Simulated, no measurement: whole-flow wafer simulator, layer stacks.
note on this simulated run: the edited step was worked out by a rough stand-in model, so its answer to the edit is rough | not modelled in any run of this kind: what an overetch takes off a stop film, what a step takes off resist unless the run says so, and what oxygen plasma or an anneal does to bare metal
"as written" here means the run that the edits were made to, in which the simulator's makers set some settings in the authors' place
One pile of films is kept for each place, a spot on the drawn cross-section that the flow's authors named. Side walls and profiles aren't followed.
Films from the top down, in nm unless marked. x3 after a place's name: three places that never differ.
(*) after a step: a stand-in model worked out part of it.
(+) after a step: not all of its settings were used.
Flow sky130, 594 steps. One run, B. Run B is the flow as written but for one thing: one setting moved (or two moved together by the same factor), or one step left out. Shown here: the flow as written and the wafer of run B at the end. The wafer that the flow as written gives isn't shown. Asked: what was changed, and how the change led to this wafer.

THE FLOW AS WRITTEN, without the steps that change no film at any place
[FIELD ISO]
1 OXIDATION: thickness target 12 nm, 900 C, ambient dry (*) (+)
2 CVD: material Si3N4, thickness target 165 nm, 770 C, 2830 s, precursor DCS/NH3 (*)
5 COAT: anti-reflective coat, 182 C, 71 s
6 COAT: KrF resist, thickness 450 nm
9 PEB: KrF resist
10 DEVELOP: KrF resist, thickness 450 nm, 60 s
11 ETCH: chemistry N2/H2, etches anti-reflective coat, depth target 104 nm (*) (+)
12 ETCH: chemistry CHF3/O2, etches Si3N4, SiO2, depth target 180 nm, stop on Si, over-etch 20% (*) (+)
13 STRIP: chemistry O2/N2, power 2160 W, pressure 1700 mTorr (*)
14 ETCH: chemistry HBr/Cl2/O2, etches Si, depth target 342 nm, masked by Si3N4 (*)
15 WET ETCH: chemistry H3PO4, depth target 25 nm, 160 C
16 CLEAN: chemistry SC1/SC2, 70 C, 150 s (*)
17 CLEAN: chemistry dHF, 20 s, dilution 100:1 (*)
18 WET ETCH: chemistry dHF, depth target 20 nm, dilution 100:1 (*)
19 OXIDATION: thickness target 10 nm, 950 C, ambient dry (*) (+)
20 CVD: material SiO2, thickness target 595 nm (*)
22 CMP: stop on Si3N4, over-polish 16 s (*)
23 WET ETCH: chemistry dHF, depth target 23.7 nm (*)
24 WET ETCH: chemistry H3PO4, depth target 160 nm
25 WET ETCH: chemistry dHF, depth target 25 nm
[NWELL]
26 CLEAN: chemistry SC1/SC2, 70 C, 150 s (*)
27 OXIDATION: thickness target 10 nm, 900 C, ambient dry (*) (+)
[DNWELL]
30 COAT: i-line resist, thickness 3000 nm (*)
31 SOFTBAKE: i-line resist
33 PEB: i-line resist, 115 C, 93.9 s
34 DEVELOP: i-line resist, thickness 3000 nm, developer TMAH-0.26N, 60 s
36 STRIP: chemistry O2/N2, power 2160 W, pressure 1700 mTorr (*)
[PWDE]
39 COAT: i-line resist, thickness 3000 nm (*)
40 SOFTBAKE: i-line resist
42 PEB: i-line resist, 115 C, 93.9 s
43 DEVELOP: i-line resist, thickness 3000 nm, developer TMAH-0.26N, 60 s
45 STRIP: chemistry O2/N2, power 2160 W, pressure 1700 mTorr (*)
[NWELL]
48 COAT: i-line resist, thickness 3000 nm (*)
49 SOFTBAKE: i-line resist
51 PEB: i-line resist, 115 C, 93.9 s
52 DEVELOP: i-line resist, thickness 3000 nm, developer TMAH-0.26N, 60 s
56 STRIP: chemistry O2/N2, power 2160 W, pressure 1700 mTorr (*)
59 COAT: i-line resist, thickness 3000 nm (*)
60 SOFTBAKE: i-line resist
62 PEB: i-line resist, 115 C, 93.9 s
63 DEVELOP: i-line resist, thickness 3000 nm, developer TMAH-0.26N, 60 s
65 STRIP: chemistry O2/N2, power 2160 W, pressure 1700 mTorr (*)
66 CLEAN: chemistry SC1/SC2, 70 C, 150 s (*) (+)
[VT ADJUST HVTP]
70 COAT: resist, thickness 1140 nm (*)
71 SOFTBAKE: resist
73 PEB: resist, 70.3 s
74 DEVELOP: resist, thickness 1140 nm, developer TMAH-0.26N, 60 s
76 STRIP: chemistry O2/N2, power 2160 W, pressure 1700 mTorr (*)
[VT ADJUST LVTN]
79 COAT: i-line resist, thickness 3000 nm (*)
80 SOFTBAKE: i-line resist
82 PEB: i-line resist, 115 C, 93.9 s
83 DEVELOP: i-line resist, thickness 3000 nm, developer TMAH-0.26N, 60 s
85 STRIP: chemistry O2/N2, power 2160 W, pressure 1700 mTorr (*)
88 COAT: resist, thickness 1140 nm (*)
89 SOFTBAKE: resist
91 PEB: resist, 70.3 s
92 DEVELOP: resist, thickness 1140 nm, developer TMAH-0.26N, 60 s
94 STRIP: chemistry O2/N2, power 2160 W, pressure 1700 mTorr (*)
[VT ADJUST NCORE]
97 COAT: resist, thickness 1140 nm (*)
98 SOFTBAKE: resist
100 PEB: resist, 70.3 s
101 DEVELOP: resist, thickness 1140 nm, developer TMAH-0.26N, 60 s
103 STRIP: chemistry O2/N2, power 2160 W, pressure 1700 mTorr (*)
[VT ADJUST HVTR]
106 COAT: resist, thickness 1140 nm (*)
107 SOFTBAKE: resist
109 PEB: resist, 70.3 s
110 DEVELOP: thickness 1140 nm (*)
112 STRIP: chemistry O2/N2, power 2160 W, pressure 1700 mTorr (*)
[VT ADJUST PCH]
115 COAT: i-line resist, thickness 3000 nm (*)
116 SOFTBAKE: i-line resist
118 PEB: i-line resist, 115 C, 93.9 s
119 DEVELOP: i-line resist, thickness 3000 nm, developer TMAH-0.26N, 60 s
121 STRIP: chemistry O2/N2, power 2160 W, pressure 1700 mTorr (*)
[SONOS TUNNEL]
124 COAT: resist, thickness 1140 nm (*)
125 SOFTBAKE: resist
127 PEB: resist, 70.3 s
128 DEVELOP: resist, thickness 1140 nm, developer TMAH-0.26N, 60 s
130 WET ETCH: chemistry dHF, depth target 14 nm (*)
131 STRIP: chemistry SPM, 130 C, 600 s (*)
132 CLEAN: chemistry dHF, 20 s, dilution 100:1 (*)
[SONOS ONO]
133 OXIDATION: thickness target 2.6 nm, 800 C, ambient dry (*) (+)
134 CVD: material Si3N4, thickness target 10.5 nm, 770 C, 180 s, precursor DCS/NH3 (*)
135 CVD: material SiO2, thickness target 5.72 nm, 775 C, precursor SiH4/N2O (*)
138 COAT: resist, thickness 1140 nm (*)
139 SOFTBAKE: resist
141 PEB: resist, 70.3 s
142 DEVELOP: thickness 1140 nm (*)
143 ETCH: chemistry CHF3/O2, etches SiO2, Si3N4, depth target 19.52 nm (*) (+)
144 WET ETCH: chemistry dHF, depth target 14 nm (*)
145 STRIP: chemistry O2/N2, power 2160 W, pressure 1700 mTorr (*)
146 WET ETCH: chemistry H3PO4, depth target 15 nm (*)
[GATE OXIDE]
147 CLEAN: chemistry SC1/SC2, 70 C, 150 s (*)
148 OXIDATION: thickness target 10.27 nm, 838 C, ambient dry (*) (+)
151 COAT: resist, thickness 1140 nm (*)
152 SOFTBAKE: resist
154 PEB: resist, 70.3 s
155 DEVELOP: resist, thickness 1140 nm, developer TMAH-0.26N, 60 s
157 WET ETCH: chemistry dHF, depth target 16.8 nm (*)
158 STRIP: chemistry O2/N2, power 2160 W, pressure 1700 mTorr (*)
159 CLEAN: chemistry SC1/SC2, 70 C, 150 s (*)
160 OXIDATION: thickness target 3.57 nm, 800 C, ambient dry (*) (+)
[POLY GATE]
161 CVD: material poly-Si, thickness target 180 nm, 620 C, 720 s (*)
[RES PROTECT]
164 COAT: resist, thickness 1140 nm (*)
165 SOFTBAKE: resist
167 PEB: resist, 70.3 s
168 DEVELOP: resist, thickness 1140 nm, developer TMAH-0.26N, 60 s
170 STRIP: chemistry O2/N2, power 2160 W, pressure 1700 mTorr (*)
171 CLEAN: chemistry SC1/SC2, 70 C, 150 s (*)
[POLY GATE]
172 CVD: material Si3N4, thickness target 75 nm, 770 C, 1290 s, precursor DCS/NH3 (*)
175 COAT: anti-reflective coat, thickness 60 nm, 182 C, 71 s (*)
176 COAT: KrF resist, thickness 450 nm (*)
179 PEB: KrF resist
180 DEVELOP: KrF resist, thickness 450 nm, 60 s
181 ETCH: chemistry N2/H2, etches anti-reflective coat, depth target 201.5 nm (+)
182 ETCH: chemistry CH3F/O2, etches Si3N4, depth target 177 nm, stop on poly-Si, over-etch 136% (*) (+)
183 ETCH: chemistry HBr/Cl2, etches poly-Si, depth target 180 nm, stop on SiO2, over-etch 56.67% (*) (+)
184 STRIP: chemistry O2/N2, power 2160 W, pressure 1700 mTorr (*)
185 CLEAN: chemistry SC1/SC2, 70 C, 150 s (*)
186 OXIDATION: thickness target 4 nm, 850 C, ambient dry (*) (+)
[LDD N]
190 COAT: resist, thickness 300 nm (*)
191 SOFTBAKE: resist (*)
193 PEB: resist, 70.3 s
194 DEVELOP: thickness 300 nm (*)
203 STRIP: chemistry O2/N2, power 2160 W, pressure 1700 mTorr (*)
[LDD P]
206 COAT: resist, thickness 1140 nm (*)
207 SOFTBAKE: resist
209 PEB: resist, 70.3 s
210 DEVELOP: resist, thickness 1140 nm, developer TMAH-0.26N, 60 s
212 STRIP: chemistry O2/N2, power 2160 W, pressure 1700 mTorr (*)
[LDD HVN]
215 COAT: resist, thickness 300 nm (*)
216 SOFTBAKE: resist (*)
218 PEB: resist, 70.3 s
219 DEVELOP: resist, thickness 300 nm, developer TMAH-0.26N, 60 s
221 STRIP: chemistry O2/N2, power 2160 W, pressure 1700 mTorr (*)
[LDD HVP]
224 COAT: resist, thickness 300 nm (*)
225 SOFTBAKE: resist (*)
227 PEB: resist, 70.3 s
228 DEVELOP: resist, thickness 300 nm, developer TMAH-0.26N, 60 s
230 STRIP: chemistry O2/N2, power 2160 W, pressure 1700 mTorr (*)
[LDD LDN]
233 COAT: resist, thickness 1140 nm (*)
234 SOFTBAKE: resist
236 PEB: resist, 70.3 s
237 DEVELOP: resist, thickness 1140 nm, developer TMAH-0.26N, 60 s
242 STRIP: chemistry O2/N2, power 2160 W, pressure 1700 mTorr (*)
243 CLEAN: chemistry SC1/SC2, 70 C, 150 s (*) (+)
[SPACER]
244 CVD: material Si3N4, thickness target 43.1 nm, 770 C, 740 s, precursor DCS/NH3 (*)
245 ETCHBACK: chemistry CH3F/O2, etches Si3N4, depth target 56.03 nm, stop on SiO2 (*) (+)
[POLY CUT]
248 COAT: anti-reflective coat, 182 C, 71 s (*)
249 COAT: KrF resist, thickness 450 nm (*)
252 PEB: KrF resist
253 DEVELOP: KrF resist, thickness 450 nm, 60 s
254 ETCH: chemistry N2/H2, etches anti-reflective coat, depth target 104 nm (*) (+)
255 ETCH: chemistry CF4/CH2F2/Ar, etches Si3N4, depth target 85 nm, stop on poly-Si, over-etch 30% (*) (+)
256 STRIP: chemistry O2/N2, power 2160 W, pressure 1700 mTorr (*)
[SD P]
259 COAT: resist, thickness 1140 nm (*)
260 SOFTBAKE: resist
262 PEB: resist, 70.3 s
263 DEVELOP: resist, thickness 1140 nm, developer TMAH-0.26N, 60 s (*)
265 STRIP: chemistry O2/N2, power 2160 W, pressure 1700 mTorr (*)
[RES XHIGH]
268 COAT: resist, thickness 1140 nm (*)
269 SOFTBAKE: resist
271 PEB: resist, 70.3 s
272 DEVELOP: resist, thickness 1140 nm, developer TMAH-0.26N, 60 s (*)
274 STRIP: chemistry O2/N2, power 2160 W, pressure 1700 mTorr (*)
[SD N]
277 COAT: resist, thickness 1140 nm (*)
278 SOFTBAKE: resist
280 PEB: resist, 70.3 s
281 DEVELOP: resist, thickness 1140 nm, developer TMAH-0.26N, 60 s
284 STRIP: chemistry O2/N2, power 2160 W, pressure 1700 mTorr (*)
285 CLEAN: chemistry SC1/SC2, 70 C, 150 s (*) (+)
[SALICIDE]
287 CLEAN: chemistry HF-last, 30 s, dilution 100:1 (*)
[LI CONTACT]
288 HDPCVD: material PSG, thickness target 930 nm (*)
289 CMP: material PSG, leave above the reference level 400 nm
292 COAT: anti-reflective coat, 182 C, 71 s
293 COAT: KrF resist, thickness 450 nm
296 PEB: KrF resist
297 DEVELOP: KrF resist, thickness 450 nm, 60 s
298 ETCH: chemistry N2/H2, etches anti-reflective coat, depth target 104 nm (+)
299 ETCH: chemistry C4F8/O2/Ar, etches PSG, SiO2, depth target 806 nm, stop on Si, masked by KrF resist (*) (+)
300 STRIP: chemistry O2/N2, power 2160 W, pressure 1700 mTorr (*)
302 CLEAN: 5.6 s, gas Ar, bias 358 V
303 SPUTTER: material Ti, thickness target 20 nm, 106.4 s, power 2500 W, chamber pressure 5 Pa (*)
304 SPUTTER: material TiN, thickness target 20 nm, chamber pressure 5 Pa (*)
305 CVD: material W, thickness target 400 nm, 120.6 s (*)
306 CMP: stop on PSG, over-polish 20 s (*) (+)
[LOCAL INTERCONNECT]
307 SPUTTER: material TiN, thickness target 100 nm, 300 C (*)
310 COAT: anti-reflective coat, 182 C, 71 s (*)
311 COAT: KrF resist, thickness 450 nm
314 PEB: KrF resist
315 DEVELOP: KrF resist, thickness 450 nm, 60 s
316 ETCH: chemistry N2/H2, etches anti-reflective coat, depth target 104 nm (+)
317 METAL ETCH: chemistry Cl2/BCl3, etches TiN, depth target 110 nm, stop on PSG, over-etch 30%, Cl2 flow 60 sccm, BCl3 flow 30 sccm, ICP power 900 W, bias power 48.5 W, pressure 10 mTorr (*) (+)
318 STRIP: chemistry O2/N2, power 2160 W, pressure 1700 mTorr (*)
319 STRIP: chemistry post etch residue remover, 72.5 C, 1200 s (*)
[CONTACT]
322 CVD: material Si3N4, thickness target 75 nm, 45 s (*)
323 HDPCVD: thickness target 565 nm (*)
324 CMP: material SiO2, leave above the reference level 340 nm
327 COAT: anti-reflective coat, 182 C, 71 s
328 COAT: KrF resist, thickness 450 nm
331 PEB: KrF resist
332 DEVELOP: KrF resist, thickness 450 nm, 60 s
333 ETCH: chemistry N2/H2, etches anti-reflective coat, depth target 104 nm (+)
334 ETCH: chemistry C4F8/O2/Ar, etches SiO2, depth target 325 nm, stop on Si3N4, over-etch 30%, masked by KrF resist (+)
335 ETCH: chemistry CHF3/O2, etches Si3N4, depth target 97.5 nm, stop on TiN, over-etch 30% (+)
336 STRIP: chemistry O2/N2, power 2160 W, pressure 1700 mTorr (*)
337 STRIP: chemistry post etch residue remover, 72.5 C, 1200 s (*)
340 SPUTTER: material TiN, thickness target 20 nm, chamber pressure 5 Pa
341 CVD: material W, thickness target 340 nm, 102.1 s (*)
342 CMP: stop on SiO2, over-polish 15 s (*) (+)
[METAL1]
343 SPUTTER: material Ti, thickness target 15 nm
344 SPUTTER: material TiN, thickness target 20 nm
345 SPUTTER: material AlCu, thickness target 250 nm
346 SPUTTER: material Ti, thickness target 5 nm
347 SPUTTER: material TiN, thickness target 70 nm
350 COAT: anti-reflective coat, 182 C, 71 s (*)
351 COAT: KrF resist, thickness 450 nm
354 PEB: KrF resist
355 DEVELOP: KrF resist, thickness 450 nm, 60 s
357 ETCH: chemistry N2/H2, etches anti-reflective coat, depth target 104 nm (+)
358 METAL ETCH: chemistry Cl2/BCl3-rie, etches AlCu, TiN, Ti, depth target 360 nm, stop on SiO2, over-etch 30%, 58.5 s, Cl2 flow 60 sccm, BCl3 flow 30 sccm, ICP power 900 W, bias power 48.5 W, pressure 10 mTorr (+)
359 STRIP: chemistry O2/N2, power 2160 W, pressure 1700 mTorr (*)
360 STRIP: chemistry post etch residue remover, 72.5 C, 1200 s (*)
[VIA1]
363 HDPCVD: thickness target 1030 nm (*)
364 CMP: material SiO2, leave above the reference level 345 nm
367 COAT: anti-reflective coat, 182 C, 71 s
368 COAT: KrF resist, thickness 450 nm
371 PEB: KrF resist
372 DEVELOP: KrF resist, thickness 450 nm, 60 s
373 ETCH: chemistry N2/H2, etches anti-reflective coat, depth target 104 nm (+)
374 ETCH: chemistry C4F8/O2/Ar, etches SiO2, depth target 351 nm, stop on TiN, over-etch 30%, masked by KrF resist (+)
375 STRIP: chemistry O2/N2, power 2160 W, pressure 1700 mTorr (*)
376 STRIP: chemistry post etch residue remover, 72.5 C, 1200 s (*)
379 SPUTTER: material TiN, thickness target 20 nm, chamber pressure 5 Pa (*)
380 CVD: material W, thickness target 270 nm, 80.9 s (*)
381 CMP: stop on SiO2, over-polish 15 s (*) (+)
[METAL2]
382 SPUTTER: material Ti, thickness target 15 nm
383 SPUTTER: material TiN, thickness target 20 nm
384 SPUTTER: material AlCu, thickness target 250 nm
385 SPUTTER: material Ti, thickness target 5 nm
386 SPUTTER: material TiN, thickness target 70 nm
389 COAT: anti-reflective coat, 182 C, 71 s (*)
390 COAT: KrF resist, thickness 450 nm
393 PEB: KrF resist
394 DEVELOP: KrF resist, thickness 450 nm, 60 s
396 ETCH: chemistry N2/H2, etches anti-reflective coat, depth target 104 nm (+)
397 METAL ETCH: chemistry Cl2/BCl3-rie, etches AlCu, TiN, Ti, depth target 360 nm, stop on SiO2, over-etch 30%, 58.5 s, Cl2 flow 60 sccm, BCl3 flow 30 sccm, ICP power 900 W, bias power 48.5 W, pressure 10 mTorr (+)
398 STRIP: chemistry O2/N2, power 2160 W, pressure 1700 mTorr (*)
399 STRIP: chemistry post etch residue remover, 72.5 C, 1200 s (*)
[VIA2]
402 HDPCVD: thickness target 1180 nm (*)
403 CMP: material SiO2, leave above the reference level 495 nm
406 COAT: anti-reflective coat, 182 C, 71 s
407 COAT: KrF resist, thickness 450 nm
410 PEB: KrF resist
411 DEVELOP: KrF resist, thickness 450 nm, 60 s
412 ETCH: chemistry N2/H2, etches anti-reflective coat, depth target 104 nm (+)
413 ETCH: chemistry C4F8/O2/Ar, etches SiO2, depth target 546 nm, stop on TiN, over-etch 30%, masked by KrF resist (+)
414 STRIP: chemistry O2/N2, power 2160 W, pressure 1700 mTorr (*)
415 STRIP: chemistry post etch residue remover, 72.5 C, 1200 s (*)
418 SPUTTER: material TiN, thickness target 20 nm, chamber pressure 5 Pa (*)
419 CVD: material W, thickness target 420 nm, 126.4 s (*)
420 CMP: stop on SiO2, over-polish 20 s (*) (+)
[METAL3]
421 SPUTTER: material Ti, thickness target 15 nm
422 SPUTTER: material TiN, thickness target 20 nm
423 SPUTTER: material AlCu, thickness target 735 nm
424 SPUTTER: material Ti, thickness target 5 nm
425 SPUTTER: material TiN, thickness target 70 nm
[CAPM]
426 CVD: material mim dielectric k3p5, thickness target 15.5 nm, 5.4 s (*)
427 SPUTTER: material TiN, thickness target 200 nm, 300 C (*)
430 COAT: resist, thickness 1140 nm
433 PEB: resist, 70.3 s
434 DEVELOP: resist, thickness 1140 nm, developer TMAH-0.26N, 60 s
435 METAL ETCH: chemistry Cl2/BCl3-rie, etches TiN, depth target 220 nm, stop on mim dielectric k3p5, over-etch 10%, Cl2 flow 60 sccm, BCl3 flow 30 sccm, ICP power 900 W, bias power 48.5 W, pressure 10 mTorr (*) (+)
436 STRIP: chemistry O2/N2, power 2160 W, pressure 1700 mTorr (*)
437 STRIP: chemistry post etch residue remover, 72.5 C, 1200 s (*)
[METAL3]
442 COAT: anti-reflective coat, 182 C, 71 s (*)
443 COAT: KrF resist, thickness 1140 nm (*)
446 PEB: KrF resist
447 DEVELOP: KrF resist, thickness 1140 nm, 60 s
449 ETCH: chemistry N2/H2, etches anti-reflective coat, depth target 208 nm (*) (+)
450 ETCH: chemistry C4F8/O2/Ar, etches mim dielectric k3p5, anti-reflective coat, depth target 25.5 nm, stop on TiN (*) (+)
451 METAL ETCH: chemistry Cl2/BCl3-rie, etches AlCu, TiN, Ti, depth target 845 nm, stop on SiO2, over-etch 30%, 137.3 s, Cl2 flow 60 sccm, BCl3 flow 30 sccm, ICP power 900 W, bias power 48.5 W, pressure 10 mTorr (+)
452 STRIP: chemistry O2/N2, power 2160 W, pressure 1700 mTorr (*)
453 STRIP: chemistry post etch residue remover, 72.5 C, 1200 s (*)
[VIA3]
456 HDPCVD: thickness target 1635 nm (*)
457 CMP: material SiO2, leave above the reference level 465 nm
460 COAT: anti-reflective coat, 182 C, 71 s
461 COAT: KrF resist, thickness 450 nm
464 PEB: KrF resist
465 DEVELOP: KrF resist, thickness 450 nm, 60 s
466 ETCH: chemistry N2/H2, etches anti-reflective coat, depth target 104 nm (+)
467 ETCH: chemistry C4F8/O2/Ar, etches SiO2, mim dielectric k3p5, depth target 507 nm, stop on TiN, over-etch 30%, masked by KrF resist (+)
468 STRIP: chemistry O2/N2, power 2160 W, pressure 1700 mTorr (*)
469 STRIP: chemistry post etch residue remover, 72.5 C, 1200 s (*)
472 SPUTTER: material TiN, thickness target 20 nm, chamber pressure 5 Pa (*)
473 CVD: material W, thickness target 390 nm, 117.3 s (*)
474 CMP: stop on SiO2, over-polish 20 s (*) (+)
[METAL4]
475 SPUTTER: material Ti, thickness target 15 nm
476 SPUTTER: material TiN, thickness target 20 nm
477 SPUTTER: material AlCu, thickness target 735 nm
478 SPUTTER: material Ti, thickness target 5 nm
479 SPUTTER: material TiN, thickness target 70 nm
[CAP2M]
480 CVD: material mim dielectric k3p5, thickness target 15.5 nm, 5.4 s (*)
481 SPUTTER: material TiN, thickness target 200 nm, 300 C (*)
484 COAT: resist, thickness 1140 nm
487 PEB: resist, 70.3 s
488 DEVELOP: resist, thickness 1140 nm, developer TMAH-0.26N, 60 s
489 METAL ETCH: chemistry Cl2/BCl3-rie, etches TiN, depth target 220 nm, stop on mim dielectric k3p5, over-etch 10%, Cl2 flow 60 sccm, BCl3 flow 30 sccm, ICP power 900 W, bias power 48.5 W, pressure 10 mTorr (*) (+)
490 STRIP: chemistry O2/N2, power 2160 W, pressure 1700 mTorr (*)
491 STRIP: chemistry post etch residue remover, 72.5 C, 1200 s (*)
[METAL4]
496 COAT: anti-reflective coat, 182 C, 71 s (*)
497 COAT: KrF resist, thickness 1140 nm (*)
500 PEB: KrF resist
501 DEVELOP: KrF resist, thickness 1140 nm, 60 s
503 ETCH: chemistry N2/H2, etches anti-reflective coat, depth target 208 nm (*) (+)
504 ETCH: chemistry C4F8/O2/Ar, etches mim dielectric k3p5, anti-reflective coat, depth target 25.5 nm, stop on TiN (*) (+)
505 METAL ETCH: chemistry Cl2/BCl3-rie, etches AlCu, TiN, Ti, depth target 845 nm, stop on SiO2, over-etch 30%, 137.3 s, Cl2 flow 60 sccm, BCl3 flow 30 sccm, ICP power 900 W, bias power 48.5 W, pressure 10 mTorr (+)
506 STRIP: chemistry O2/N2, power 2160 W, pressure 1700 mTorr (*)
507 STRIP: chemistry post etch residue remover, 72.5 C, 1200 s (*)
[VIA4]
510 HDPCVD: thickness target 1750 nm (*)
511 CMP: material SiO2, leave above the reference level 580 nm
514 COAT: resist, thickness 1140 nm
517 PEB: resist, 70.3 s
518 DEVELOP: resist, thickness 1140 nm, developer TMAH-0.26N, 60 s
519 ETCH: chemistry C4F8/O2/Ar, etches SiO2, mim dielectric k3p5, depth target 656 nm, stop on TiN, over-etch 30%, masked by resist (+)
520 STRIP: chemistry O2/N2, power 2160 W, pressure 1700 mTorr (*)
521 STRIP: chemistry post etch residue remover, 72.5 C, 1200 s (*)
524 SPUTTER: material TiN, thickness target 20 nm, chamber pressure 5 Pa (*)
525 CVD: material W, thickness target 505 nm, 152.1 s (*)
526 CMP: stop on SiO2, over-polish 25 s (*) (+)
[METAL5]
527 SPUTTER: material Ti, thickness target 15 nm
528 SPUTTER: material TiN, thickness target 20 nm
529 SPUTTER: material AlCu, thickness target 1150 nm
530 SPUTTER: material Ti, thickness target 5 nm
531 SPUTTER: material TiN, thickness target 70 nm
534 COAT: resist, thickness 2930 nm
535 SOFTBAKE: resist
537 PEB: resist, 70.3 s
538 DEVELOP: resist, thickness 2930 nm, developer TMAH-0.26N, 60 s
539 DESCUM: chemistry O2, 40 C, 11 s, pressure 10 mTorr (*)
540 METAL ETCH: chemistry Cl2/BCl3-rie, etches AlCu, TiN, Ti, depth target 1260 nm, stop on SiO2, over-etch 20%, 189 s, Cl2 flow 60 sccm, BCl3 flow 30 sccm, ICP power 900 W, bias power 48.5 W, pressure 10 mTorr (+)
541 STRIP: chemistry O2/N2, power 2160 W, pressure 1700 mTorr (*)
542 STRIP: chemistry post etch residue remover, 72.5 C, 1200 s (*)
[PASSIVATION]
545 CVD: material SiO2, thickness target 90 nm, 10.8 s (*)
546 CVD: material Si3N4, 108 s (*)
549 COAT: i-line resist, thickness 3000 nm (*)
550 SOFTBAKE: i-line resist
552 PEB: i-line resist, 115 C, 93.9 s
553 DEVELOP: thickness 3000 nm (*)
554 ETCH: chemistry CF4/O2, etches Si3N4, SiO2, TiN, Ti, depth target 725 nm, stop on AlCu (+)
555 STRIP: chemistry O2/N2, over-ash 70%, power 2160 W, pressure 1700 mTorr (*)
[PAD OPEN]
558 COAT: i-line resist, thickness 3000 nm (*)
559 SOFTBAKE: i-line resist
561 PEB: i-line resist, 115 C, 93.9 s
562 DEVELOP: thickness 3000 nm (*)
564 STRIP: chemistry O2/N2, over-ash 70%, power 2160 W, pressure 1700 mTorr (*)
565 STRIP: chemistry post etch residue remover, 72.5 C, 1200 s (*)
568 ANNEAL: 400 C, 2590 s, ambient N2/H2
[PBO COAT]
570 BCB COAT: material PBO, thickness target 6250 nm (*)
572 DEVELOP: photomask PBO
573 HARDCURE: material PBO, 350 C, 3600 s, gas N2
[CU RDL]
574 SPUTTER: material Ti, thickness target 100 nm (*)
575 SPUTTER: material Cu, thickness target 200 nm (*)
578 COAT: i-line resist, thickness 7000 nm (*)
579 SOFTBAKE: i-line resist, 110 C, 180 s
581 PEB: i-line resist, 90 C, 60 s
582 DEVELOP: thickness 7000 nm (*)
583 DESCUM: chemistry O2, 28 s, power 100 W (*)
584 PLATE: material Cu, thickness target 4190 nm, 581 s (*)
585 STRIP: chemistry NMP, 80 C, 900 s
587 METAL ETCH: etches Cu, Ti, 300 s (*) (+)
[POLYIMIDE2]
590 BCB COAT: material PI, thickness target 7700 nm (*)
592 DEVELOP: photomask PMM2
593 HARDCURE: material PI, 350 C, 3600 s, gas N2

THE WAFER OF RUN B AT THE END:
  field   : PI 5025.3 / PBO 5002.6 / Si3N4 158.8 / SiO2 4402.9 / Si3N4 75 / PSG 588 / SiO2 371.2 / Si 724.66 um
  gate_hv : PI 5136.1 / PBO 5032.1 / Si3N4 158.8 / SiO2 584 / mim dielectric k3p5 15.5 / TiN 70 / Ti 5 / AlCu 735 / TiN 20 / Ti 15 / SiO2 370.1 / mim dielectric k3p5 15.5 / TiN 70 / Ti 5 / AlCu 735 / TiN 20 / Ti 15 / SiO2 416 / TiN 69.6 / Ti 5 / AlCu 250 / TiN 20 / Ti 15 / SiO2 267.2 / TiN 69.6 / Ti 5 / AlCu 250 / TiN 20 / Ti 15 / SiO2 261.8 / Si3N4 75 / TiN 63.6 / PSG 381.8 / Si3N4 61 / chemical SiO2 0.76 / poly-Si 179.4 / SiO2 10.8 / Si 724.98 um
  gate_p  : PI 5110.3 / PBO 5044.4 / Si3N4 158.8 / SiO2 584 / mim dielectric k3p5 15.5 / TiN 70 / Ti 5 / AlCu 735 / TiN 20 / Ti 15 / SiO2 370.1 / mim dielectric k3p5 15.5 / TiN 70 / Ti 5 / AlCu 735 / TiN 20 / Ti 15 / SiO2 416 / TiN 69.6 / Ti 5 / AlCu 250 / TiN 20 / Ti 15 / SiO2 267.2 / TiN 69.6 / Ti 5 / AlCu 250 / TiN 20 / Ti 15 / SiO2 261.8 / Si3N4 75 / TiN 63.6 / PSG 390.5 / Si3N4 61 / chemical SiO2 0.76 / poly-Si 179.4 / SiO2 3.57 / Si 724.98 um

The cause: step 307, SPUTTER: thickness target 64 nm was run, where the flow has thickness target 100 nm.

How the change led to this, step by step:
  307 SPUTTER: material TiN, thickness target 100 nm, 300 C (*)
      field, active, n_well and 188 more: TiN +64 (new film) (as written it would be: TiN +100 (new film))
  317 METAL ETCH: chemistry Cl2/BCl3, etches TiN, depth target 110 nm, stop on PSG, over-etch 30%, Cl2 flow 60 sccm, BCl3 flow 30 sccm, ICP power 900 W, bias power 48.5 W, pressure 10 mTorr (*) (+)
      n_well, p_well, gate_hv and 97 more: KrF resist -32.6 (as written it would be: KrF resist -44)
      field, active, gate and 88 more: TiN -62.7 (all of it) (as written it would be: TiN -98.7 (all of it))
  318 STRIP: chemistry O2/N2, power 2160 W, pressure 1700 mTorr (*)
      n_well, p_well, gate_hv and 92 more: KrF resist -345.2 (all of it), anti-reflective coat -80 (all of it) (as written it would be: KrF resist -333.8 (all of it), anti-reflective coat -80 (all of it))
      poly_licon, ndiff_licon, ndiff_licon_cpp, rpo_hd_licon: KrF resist -345.3 (all of it), anti-reflective coat -80.5 (all of it) (as written it would be: KrF resist -333.9 (all of it), anti-reflective coat -80.5 (all of it))
      (and at 1 more place)
  324 CMP: material SiO2, leave above the reference level 340 nm
      field, active, gate and 88 more: SiO2 -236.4 (as written it would be: SiO2 -200.4)
